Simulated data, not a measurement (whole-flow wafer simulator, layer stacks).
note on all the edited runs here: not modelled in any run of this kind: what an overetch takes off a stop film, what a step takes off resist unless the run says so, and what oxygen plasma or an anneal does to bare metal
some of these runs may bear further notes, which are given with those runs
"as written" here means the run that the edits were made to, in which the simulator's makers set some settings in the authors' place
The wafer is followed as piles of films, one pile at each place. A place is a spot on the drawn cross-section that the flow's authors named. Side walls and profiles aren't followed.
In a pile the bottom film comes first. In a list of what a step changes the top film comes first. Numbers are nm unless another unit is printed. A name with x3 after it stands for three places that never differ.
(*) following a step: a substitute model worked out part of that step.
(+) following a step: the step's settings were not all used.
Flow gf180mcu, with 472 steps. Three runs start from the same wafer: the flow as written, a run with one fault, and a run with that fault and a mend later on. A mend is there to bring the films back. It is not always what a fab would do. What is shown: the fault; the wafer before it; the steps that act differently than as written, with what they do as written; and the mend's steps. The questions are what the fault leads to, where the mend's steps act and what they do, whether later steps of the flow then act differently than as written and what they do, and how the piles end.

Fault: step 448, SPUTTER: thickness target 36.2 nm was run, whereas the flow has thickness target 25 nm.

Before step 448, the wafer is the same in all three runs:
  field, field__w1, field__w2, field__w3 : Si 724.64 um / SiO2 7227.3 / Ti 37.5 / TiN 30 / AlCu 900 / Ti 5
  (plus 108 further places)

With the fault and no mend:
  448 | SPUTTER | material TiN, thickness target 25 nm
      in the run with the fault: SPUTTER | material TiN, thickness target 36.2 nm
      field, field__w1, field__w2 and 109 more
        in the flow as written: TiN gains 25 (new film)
        in the run with the fault: TiN gains 36.2 (new film)
  Later steps of the flow acting differently than as written (not shown: 4 more steps that differ only slightly, by at most 2% or 0.5 nm, whichever is larger):
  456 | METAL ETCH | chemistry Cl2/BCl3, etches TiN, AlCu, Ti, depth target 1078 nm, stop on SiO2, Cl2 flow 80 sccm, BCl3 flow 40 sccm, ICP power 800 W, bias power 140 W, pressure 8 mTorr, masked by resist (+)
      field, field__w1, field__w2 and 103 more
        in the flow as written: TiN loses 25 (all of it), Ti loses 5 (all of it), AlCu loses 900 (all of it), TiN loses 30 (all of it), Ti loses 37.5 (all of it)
        in the run with the fault: TiN loses 36.2 (all of it), Ti loses 5 (all of it), AlCu loses 900 (all of it), TiN loses 30 (all of it), Ti loses 37.5 (all of it)
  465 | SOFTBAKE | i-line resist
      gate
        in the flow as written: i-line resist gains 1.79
        in the run with the fault: i-line resist loses 0.28
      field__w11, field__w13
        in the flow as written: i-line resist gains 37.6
        in the run with the fault: i-line resist gains 31.5
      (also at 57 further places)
  The piles end different from the flow's at field__w8, contact, m1, m1__w1, pad, m1_nw by more than 2% or 0.5 nm, whichever is larger.
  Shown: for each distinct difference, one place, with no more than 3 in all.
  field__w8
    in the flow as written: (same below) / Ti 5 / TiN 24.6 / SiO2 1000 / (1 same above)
    in the run with the fault: (same below) / Ti 5 / TiN 35.8 / SiO2 1000 / (1 same above)
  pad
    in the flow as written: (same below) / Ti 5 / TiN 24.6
    in the run with the fault: (same below) / Ti 5 / TiN 35.8

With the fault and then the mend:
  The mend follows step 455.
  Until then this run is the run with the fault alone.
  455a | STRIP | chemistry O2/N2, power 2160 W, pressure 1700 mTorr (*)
      field__w8, contact, m1, m1__w1, pad, m1_nw
        resist loses 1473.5 (all of it)
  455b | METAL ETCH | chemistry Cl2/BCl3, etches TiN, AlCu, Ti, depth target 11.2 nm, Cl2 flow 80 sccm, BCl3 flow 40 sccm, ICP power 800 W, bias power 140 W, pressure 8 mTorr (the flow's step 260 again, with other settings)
      field, field__w1, field__w2 and 109 more
        TiN loses 11.2
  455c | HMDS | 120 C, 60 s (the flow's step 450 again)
      does not change any film at any place that is followed
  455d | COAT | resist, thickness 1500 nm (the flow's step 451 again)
      field, field__w1, field__w2 and 109 more
        resist gains 1500 (new film)
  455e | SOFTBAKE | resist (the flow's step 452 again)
      does not change any film at any place that is followed
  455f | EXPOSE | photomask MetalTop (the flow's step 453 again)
      does not change any film at any place that is followed
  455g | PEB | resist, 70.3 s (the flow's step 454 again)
      field, field__w1, field__w2 and 109 more
        resist loses 26.5
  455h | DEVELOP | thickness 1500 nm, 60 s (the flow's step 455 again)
      field, field__w1, field__w2 and 103 more
        resist loses 1473.5 (all of it)
  Every later step of the flow that is run acts as written at every place that is followed.
  At every place that both follow, the piles at the end match the flow's.
